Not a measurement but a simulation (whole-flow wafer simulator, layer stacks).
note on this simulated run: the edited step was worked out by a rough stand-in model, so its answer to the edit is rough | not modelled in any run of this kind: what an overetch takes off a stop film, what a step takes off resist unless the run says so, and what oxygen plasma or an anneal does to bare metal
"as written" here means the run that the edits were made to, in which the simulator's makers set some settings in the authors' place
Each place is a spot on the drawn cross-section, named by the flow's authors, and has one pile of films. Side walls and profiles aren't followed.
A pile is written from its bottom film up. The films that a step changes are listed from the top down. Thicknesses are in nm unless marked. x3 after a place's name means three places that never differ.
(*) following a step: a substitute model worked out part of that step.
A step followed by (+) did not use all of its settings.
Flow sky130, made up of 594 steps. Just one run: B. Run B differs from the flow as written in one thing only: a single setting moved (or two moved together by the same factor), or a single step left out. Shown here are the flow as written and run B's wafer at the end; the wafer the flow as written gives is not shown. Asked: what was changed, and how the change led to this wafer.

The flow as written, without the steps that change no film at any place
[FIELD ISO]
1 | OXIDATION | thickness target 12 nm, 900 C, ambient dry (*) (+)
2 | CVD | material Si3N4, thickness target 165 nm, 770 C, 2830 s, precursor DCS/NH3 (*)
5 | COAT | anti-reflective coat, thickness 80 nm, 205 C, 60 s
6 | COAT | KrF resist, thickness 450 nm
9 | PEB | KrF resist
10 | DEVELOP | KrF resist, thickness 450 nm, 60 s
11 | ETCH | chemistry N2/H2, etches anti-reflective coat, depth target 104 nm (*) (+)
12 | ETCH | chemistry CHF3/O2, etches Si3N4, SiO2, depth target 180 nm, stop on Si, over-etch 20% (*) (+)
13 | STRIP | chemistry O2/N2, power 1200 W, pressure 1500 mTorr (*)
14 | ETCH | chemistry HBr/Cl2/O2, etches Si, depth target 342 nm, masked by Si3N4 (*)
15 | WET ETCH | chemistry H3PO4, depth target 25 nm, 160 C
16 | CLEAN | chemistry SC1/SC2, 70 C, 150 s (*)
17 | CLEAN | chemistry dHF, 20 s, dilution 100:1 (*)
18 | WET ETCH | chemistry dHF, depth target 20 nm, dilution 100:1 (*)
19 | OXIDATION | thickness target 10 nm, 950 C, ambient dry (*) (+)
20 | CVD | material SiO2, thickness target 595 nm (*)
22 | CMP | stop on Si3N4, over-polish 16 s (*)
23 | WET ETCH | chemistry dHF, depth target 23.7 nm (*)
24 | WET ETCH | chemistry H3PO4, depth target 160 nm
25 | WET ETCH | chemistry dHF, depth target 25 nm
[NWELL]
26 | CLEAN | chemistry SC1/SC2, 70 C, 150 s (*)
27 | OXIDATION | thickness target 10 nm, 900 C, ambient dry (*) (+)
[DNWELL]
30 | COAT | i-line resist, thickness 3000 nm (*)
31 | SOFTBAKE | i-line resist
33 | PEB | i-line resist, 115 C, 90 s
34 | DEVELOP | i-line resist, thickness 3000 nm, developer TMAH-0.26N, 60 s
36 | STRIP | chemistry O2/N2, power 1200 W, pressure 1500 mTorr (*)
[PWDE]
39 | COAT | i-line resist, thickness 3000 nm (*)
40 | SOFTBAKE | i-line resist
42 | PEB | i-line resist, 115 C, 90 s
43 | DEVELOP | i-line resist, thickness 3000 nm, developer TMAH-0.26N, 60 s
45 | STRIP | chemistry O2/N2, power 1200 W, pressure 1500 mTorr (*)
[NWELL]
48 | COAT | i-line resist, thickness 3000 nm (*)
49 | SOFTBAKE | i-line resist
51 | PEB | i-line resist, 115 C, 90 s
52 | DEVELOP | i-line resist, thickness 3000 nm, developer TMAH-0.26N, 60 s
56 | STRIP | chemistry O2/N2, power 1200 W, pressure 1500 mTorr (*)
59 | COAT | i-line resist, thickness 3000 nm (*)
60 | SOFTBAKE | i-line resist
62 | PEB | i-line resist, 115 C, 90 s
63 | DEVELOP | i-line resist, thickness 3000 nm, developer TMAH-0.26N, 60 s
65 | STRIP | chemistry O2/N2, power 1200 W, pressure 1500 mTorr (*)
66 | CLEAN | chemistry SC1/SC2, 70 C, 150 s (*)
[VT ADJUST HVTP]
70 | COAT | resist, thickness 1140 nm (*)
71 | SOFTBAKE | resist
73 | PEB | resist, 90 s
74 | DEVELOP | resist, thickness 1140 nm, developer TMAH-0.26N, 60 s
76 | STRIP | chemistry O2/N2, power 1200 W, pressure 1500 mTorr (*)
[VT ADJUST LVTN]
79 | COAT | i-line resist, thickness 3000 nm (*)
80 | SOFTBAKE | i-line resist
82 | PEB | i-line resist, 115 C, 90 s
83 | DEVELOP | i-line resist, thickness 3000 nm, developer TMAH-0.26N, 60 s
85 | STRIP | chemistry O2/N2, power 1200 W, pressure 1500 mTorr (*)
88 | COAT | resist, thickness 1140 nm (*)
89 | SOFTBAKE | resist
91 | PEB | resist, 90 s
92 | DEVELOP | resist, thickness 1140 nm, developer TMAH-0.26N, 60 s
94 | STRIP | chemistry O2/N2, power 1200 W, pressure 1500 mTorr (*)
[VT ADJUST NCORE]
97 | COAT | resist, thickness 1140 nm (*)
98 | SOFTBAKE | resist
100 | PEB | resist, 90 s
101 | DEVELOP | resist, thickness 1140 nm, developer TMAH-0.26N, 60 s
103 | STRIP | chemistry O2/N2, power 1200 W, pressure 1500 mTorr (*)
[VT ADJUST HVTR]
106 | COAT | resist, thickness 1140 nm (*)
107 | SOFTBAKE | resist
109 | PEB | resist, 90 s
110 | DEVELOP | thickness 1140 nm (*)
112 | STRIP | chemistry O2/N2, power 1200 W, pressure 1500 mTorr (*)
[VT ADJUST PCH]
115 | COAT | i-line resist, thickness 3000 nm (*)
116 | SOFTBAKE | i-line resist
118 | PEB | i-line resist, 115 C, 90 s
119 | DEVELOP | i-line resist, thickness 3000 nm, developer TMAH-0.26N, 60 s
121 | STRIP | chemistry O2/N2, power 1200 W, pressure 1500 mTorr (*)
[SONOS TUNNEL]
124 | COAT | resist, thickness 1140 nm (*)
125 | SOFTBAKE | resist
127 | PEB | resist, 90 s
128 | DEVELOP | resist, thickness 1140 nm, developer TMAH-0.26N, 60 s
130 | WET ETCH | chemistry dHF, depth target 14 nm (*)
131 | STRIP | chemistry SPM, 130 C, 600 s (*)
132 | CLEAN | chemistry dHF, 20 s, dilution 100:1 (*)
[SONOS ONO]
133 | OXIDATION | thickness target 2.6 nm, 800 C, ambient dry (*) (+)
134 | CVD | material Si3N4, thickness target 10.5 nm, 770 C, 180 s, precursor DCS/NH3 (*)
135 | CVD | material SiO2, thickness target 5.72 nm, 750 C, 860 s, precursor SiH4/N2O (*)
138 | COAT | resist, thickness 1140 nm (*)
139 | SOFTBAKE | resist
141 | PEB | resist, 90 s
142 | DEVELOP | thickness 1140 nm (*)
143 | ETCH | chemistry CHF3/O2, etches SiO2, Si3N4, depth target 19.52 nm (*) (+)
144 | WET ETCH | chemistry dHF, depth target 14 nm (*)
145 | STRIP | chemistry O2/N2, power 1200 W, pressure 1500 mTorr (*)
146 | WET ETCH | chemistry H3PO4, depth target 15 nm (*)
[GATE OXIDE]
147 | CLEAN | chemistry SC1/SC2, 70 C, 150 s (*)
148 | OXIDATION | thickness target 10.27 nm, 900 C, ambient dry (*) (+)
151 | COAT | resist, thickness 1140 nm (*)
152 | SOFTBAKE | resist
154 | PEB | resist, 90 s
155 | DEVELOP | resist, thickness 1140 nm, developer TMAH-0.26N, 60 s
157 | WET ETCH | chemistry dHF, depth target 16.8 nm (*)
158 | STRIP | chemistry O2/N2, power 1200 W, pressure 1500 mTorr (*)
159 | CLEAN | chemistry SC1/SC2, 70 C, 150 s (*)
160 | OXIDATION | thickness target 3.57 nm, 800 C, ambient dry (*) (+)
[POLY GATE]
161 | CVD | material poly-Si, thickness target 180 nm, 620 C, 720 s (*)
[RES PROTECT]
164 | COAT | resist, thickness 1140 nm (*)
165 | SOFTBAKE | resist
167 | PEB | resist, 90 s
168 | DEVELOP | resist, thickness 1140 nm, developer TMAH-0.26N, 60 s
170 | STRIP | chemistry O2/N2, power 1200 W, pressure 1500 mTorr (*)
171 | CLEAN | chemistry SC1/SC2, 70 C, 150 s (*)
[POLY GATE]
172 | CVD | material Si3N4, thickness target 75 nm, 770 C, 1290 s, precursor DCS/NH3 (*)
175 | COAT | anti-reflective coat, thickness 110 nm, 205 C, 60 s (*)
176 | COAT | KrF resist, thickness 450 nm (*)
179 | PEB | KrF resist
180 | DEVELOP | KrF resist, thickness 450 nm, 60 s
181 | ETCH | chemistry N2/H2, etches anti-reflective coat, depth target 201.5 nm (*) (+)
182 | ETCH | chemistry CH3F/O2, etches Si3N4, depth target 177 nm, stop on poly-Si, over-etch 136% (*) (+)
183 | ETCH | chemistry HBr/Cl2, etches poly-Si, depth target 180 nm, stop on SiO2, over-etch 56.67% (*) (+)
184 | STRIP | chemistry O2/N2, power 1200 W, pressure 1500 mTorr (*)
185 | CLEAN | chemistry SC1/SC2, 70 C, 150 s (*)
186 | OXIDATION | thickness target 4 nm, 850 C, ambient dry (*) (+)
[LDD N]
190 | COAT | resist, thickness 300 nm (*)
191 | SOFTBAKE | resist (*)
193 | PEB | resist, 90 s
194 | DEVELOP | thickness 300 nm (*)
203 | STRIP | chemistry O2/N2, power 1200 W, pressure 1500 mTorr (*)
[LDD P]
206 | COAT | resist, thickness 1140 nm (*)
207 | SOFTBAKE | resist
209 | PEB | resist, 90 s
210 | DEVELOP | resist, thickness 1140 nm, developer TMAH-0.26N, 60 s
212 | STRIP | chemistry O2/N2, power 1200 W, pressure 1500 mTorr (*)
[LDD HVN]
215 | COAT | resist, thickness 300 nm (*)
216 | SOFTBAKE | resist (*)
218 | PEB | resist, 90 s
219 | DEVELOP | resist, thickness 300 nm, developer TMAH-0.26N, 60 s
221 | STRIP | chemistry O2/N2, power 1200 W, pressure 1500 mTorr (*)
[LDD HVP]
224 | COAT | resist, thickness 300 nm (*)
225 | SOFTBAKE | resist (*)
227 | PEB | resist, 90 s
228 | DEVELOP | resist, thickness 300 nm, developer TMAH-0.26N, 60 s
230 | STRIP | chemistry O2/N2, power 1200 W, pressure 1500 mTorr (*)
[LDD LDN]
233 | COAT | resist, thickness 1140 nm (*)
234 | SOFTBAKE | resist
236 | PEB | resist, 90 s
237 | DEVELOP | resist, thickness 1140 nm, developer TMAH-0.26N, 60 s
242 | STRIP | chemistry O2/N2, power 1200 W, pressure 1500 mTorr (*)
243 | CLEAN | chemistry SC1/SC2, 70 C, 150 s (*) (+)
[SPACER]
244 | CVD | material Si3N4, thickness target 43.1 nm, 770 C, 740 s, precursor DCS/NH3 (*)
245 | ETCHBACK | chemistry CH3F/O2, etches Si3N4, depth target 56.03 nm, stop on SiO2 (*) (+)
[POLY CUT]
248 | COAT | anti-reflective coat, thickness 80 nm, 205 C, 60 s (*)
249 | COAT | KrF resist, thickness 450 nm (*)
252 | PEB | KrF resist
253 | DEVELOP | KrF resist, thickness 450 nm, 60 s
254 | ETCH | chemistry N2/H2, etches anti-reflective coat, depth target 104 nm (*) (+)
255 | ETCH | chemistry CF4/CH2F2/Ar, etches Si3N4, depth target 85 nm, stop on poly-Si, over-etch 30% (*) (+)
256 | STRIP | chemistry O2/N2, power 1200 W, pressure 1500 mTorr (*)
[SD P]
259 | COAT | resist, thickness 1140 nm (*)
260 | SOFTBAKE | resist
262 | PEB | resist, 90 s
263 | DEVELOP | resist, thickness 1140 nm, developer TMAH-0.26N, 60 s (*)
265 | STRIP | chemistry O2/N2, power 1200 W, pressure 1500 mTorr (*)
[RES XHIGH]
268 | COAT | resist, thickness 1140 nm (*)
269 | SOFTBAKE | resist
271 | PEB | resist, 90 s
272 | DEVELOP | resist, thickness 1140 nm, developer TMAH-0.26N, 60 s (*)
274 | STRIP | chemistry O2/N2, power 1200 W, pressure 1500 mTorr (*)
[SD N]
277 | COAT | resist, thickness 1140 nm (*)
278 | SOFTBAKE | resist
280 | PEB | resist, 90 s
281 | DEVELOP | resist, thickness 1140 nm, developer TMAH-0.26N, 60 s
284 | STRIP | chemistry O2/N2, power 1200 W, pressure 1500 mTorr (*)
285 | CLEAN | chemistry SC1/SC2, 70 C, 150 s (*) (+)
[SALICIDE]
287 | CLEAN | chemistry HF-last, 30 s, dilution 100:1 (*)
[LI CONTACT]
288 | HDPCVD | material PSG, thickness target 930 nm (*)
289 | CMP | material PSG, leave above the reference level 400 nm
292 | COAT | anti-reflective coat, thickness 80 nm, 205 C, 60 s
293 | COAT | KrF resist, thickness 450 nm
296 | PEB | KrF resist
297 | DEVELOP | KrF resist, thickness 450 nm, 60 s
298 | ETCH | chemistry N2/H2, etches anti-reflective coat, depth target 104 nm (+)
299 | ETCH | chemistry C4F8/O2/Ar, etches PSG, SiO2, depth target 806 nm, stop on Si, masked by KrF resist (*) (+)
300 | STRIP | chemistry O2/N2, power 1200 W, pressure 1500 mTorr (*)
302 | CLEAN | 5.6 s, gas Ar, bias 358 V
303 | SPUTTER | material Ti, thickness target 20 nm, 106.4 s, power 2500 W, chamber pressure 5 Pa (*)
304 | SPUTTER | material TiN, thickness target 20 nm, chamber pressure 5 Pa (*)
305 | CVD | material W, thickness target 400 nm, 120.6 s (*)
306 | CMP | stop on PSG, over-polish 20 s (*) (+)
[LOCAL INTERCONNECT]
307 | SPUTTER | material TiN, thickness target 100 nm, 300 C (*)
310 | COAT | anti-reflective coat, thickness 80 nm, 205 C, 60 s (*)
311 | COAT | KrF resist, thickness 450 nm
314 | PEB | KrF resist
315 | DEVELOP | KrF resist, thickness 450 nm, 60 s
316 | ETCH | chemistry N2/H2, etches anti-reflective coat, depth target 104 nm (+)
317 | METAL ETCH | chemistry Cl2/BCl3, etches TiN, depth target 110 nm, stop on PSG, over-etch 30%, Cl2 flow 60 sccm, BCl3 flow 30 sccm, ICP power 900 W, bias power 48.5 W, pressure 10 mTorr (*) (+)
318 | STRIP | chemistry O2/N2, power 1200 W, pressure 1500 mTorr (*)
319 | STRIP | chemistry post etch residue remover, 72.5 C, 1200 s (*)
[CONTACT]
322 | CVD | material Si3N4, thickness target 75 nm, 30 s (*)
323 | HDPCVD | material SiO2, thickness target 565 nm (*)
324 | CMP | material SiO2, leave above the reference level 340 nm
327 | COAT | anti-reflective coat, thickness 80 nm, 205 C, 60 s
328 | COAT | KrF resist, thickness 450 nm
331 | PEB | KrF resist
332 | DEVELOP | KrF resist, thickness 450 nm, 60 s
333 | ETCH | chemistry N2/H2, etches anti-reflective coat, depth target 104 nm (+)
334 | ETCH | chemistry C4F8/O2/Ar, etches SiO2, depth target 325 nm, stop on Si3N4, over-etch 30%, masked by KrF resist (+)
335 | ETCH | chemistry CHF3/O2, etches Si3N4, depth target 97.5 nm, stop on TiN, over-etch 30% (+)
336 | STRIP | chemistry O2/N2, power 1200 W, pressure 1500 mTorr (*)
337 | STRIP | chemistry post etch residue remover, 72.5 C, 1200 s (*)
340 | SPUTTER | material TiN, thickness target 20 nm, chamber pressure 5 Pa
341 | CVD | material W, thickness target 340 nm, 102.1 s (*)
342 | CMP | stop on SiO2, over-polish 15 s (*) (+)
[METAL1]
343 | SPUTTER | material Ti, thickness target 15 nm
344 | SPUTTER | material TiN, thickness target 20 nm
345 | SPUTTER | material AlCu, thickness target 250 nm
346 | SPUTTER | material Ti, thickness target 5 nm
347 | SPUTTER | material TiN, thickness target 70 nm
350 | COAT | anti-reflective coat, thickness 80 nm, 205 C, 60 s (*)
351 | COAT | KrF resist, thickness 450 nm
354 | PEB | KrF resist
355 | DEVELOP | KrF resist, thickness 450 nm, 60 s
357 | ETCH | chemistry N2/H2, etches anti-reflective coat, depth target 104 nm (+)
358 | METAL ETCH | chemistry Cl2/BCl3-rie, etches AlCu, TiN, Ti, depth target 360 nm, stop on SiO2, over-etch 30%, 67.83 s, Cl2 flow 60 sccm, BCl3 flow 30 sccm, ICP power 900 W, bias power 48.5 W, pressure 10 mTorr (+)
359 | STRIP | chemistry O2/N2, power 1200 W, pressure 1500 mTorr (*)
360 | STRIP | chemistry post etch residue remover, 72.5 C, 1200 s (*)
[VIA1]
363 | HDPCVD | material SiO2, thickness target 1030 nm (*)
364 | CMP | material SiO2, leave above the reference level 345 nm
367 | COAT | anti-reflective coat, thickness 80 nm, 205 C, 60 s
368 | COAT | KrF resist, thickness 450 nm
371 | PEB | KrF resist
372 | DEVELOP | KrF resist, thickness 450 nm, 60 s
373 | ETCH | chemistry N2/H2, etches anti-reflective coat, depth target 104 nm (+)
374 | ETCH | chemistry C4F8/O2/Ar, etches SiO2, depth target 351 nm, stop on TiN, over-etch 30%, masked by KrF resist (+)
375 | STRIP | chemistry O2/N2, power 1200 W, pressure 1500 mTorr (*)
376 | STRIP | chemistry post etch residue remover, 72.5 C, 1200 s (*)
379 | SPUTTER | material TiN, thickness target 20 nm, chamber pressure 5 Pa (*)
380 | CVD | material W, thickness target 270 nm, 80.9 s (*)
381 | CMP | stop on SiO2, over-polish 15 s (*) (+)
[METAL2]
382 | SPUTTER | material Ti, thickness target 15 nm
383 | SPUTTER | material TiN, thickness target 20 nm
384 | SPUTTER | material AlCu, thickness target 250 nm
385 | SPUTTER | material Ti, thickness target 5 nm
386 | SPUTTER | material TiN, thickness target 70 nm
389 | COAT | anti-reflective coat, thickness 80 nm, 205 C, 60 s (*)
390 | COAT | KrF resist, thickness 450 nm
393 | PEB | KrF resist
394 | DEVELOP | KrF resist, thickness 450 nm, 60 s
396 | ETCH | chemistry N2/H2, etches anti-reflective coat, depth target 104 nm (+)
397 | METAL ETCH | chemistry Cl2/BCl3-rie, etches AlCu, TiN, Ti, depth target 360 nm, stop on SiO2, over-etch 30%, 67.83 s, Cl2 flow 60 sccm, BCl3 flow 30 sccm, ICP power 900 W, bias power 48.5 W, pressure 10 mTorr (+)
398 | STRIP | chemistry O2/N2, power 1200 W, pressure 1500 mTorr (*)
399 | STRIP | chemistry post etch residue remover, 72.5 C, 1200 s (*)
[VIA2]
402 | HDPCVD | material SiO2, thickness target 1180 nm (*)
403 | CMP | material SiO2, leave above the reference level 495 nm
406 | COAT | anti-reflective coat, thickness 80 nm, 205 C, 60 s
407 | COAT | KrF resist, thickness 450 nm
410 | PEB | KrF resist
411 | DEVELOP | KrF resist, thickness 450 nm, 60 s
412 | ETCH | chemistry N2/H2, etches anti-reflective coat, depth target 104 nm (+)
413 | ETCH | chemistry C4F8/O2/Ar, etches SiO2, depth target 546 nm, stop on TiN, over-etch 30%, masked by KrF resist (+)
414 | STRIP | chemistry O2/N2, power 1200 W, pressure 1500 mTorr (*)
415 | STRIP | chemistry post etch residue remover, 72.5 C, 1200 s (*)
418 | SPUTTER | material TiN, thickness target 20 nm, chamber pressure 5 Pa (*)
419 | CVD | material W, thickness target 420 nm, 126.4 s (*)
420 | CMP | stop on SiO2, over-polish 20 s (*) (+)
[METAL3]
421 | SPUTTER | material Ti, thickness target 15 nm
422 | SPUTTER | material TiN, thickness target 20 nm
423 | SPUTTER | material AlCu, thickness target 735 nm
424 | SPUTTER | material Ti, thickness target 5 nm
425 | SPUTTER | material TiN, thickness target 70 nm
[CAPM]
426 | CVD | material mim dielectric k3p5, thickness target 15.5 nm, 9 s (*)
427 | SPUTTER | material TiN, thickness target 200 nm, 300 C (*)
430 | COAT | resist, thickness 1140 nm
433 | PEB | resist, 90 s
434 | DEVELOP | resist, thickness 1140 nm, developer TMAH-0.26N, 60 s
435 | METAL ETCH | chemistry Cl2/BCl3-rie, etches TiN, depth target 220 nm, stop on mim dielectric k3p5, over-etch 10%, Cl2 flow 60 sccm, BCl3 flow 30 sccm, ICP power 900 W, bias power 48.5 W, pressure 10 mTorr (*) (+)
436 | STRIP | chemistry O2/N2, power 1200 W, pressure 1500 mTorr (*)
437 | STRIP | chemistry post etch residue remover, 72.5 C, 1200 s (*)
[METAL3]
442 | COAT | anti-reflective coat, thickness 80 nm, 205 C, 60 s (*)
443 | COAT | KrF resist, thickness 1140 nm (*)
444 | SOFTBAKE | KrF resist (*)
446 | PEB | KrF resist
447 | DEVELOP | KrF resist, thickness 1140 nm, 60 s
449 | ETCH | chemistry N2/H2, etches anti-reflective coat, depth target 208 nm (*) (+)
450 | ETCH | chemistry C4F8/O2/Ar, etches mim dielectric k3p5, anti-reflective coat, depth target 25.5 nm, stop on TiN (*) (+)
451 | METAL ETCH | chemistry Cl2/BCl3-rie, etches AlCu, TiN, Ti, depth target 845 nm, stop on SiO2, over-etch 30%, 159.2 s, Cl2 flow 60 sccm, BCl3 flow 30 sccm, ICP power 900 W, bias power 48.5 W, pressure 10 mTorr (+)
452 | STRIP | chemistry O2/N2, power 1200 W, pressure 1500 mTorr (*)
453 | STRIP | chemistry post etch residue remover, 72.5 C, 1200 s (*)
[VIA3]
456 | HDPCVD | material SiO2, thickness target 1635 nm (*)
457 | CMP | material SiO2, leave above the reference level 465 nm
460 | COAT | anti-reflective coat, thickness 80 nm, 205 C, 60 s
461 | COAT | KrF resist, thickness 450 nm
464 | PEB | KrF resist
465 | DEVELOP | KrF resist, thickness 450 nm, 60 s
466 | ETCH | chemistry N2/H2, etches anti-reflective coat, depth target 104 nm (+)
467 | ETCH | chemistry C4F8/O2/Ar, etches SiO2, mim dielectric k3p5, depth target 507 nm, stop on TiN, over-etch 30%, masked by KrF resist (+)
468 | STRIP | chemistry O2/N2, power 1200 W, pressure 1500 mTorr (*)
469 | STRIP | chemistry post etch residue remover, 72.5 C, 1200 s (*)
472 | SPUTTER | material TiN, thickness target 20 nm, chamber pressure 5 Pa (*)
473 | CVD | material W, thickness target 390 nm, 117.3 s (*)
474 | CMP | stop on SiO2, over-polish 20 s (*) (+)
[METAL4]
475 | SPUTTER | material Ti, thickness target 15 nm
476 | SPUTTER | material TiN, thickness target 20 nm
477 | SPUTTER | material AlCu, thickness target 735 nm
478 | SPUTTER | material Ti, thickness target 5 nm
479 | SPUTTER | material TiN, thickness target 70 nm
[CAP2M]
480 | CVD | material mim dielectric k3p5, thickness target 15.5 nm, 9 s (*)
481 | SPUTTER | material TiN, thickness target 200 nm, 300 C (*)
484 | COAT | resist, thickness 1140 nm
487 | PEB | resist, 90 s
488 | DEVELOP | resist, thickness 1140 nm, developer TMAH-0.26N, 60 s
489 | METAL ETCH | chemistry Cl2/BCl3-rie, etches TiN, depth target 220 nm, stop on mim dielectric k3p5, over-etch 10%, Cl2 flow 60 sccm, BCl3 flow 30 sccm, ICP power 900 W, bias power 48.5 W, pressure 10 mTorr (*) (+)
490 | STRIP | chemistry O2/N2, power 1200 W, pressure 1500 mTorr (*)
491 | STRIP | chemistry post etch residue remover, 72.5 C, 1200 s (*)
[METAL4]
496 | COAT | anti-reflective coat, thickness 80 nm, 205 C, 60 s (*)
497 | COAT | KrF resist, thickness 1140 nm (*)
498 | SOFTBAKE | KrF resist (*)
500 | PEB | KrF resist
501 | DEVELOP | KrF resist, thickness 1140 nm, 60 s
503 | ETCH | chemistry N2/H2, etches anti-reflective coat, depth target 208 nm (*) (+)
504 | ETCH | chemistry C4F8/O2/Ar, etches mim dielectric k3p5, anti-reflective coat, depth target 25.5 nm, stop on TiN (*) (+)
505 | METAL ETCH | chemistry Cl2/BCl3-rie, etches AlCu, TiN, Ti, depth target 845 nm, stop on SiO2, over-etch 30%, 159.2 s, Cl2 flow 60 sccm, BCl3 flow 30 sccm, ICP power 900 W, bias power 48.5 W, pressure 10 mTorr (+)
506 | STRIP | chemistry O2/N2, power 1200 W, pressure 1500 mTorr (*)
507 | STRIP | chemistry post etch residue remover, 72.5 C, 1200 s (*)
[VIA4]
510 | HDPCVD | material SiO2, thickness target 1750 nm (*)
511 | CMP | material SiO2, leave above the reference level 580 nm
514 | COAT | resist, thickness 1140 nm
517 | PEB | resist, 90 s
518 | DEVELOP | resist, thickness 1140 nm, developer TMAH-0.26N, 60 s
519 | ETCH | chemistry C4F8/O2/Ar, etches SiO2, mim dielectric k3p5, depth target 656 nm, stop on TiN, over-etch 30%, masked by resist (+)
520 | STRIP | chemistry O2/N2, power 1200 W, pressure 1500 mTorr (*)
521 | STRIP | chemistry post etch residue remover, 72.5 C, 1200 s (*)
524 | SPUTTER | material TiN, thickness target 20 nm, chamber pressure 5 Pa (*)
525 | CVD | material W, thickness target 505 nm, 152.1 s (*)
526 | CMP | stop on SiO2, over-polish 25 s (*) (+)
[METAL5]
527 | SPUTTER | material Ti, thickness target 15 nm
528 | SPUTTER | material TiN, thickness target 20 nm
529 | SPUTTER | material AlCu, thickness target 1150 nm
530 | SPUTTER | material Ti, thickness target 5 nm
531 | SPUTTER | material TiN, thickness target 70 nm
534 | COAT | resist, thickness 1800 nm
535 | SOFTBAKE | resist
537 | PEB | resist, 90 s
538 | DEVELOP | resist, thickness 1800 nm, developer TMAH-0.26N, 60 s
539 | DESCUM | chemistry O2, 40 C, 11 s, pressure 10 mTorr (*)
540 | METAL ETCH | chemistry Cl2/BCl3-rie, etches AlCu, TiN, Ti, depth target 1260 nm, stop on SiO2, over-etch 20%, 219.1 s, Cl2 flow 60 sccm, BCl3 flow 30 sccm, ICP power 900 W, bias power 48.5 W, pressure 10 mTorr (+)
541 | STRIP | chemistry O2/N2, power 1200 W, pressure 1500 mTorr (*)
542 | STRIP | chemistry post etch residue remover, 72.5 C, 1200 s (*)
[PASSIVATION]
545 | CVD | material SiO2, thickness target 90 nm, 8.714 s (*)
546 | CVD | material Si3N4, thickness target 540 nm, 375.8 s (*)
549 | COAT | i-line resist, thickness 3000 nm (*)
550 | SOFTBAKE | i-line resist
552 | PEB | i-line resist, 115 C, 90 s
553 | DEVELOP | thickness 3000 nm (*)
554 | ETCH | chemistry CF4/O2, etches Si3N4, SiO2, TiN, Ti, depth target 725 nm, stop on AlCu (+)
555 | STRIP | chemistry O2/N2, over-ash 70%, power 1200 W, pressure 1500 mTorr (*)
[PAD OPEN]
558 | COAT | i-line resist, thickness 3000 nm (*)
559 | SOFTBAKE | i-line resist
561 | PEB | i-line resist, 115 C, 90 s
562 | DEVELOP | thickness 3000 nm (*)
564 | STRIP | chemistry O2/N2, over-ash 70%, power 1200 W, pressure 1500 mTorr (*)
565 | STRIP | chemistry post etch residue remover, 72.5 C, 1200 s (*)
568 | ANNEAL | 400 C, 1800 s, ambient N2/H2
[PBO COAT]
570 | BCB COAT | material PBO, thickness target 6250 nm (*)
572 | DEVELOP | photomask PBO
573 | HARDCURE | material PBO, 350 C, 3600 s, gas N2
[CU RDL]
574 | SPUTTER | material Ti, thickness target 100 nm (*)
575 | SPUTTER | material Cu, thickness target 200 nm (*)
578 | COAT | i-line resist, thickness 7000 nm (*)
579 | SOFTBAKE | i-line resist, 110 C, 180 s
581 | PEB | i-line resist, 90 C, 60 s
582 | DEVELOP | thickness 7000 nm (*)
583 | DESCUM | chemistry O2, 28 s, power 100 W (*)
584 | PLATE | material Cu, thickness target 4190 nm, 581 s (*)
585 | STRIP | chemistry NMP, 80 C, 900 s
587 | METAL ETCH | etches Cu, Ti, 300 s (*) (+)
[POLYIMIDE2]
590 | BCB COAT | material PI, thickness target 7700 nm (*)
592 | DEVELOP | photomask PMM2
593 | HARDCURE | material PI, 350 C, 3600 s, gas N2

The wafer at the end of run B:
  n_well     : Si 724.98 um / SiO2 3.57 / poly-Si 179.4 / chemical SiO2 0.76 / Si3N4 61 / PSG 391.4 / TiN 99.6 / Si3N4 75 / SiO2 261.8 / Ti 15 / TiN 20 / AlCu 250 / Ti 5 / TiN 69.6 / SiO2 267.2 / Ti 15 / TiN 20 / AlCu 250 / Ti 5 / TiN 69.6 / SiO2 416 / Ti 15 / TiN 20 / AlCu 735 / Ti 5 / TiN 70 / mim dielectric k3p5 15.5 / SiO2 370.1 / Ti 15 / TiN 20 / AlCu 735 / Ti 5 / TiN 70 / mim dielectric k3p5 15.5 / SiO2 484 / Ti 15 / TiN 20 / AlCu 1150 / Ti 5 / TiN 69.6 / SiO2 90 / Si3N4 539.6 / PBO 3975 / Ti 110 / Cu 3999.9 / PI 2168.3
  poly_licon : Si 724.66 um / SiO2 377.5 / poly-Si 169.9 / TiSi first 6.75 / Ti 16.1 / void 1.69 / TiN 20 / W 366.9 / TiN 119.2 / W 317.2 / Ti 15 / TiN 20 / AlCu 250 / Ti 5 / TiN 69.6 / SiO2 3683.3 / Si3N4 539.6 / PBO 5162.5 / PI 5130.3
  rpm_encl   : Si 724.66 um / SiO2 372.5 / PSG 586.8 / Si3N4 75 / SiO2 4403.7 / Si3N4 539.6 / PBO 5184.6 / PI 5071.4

What caused this: step 574, SPUTTER: thickness target 110 nm was run, whereas the flow has thickness target 100 nm.
The wafer lets one read it off: n_well has Ti 110, and step 574 as written asks for 100 nm.

The path from the change to this, step by step:
  574 | SPUTTER | material Ti, thickness target 100 nm (*)
      field, active, n_well and 190 more: Ti gains 110 (new film) (it would be, as written: Ti gains 100 (new film))
  587 | METAL ETCH | etches Cu, Ti, 300 s (*) (+)
      field, active, gate and 167 more: Cu loses 200 (all of it), Ti loses 110 (all of it) (it would be, as written: Cu loses 200 (all of it), Ti loses 100 (all of it))
  590 | BCB COAT | material PI, thickness target 7700 nm (*)
      de16_gate_nw: PI gains 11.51 um (new film) (it would be, as written: PI gains 11.5 um (new film))
